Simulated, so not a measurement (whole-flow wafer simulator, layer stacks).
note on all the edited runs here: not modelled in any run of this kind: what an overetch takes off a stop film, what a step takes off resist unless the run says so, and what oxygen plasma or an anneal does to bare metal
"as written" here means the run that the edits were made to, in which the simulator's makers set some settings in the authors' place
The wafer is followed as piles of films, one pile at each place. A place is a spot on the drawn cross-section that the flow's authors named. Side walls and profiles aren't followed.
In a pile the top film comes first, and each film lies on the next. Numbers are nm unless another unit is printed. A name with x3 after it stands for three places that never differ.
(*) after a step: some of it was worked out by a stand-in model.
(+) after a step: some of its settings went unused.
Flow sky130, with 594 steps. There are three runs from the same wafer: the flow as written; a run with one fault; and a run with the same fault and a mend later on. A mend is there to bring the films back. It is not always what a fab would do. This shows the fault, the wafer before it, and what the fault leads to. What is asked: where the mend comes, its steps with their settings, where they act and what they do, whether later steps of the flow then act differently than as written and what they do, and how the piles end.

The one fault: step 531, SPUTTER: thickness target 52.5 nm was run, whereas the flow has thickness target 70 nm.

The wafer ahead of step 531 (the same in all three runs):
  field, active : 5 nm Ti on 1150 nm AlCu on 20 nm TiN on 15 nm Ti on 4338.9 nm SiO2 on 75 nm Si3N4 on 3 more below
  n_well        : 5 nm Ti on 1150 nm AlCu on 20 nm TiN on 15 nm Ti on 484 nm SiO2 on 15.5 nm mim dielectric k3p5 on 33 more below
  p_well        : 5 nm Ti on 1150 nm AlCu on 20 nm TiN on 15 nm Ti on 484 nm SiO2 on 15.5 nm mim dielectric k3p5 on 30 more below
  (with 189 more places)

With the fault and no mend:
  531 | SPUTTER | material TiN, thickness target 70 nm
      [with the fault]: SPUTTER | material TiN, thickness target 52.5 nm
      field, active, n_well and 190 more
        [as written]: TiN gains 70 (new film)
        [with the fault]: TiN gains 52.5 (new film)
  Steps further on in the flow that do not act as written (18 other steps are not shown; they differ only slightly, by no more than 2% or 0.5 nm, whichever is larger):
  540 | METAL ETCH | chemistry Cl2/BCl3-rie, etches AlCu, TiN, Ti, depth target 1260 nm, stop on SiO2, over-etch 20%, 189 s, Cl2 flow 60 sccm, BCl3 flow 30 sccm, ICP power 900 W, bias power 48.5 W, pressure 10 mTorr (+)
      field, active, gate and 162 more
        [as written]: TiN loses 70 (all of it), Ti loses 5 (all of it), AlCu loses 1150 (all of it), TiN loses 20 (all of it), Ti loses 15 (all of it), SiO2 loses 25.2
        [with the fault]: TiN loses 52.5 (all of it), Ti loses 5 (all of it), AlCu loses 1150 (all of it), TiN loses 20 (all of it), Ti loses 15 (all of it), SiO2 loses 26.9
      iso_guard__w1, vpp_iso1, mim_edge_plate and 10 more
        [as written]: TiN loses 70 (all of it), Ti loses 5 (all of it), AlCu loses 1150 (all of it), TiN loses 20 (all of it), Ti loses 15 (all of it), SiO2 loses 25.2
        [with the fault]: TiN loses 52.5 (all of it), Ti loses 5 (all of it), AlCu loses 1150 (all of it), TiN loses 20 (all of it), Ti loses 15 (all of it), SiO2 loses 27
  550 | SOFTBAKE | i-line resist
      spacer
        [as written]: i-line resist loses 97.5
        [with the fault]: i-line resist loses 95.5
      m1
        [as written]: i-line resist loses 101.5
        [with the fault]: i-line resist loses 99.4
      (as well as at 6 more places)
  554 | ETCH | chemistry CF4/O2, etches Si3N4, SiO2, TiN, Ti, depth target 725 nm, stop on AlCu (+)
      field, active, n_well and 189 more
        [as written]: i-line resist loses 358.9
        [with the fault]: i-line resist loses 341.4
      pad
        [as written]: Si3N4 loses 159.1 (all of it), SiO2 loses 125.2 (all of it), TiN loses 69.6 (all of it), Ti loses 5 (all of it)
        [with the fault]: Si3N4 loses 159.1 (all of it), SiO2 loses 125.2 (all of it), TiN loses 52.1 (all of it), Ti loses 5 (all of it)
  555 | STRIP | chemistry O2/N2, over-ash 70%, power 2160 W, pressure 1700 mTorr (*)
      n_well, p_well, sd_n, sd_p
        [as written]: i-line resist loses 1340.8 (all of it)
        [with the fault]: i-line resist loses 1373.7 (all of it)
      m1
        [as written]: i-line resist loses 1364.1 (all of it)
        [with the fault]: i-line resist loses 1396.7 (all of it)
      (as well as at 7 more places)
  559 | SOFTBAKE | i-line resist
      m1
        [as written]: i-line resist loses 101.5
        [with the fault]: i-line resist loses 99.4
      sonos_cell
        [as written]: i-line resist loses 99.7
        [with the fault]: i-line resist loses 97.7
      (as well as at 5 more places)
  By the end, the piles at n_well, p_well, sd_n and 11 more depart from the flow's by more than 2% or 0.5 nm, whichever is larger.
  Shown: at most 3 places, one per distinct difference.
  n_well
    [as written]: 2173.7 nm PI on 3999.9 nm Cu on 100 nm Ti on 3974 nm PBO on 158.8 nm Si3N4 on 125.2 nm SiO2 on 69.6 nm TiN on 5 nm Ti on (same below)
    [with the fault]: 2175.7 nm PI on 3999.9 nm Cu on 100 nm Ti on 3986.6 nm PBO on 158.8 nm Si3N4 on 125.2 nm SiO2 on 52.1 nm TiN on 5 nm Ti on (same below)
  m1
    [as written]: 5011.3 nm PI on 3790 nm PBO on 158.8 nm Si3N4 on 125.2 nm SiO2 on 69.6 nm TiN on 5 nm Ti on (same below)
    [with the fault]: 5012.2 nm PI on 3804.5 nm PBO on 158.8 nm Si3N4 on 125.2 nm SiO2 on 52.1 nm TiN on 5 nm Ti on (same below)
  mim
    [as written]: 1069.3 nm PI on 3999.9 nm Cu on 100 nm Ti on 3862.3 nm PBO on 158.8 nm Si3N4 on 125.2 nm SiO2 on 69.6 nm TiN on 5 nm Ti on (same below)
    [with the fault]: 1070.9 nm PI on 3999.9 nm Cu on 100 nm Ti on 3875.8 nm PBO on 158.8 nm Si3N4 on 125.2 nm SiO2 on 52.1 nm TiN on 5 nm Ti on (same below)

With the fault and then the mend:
  After step 531 comes the mend.
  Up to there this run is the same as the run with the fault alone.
  531a | SPUTTER | material TiN, thickness target 17.5 nm (the flow's step 531, run once more with other settings)
      field, active, n_well and 190 more
        TiN gains 17.5
  Later steps of the flow that are run all act as written at every place that is followed.
  By the end, the piles equal the flow's at every place that both follow.
